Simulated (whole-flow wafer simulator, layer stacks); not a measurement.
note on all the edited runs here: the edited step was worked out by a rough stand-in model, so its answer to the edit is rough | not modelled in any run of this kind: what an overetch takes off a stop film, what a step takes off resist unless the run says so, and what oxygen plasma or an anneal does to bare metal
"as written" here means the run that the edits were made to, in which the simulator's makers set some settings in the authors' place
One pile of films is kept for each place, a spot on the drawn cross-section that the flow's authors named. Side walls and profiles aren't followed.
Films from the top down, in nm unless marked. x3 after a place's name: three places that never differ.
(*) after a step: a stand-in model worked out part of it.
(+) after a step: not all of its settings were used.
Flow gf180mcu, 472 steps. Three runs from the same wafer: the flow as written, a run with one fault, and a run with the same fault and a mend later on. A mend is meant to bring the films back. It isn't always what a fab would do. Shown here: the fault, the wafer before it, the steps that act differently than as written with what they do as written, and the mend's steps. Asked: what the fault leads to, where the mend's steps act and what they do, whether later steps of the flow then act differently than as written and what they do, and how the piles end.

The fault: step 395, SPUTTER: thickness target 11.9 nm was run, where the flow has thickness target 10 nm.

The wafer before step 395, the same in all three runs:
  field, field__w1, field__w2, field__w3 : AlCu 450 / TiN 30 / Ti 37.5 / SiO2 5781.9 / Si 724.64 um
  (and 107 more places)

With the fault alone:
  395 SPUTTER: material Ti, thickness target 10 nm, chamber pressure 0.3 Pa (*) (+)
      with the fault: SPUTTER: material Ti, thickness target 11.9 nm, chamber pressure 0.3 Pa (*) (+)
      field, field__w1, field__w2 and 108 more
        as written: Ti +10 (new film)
        with the fault: Ti +11.9 (new film)
  Later steps of the flow that act differently than as written (2 more steps differ only slightly, by at most 2% or 0.5 nm, whichever is larger, and aren't shown):
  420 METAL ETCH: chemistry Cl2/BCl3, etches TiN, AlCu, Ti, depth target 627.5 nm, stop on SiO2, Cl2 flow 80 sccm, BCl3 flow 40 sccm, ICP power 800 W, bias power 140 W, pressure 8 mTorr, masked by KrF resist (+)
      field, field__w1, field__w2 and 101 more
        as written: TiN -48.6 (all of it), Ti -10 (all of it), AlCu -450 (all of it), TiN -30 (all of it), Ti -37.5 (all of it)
        with the fault: TiN -48.6 (all of it), Ti -11.9 (all of it), AlCu -450 (all of it), TiN -30 (all of it), Ti -37.5 (all of it)
  At the end the piles differ from the flow's by more than 2% or 0.5 nm, whichever is larger, at field__w4, field__w8, contact, m1, m1__w1, mim, mim_1p0, m1_nw.
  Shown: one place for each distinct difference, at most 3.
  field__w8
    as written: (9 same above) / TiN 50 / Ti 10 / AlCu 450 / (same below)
    with the fault: (9 same above) / TiN 50 / Ti 11.9 / AlCu 450 / (same below)
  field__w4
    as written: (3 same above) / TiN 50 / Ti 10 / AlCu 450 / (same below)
    with the fault: (3 same above) / TiN 50 / Ti 11.9 / AlCu 450 / (same below)
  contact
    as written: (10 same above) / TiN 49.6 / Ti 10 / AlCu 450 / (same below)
    with the fault: (10 same above) / TiN 49.6 / Ti 11.9 / AlCu 450 / (same below)

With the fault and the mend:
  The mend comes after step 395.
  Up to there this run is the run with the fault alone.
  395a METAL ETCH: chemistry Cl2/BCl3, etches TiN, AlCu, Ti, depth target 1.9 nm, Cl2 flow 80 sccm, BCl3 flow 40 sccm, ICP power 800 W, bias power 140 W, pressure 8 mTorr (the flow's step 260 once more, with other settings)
      field, field__w1, field__w2 and 108 more
        Ti -1.9
  No later step of the flow acts differently than as written at any place that is followed.
  At the end the piles are the same as the flow's at every place that both follow.
